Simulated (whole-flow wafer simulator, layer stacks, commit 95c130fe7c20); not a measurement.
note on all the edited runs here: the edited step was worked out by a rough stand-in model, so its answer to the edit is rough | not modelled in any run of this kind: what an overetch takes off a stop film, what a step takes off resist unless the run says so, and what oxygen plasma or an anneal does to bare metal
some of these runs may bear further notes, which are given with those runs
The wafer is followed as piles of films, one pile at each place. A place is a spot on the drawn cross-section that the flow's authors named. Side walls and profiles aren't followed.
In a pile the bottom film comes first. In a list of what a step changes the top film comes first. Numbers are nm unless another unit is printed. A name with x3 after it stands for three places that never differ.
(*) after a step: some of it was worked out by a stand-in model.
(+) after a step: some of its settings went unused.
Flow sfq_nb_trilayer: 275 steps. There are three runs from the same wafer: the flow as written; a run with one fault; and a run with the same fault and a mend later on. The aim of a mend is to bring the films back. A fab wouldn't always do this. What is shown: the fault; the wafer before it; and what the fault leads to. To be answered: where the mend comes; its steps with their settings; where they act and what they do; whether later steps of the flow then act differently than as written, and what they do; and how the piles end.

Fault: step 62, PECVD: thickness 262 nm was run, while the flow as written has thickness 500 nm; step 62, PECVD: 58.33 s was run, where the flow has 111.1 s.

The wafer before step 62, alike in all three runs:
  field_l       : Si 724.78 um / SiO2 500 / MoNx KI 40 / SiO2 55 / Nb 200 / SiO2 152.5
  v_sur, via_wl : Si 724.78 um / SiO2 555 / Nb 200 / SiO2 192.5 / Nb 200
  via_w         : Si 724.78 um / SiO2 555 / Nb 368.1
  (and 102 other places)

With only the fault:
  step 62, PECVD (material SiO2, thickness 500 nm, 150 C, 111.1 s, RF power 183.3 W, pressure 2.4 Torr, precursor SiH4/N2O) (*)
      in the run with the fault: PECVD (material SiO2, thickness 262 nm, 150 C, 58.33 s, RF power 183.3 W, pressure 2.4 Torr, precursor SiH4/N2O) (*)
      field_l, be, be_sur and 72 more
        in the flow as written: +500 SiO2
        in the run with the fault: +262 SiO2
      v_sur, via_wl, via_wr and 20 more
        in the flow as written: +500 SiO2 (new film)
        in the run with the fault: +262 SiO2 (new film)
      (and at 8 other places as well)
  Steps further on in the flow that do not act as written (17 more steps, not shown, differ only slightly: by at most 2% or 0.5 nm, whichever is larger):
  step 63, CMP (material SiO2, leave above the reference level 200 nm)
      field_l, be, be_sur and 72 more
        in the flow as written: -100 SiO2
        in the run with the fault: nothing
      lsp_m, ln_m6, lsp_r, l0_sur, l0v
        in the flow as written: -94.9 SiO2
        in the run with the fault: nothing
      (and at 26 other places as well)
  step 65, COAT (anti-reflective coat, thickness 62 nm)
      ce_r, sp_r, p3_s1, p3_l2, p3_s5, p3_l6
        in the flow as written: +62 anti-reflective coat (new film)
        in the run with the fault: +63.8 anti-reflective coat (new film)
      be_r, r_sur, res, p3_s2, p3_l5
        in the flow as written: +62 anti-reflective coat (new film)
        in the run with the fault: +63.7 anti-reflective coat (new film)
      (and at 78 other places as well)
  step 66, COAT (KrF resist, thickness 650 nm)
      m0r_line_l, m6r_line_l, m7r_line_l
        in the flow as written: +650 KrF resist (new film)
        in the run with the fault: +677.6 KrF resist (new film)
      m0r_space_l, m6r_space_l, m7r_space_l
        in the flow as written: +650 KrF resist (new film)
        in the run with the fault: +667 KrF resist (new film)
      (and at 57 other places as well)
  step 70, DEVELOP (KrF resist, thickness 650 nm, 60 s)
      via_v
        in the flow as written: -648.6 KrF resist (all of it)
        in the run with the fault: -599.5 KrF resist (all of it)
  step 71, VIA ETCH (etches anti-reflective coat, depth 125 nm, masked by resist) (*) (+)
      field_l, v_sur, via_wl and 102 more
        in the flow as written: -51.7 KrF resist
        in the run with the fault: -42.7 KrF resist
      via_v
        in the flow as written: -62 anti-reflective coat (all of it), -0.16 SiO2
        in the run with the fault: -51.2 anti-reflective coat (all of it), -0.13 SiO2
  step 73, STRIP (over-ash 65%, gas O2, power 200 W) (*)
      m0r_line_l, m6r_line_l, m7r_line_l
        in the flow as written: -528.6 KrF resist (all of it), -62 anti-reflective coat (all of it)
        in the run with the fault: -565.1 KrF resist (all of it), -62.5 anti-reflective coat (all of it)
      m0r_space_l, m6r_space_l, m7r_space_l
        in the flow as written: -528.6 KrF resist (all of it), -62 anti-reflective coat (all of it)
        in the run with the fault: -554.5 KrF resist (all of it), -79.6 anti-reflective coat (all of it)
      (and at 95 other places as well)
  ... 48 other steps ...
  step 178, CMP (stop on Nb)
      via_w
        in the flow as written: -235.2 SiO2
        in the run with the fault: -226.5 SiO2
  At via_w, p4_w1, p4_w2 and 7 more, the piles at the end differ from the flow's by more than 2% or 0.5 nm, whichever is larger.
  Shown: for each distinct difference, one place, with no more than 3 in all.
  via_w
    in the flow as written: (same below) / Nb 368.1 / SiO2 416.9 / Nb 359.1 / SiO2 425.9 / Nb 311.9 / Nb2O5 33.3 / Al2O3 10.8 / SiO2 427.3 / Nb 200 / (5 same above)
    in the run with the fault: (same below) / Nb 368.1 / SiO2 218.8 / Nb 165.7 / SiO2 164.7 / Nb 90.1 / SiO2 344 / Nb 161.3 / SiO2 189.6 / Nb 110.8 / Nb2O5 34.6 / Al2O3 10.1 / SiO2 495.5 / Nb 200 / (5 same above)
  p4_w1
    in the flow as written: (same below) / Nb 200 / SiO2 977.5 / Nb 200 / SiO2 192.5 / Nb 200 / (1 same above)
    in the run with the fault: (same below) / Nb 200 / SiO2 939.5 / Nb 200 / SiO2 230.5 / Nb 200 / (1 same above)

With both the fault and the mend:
  The mend follows step 62.
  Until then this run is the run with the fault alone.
  step 62a, PECVD (material SiO2, thickness 238 nm, 150 C, 52.89 s, RF power 183.3 W, pressure 2.4 Torr, precursor SiH4/N2O) (*) (the flow's step 62 again, with other settings)
      field_l, v_sur, via_wl and 102 more
        +238 SiO2
      via_w
        +212 SiO2
  Steps further on in the flow that do not act as written:
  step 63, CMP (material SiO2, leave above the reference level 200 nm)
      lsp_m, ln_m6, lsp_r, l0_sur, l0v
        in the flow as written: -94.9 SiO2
        in the run with the mend: -100 SiO2
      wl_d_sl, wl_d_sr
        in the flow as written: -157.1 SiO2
        in the run with the mend: -100 SiO2
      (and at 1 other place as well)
  At every place that both follow, the piles at the end match the flow's.
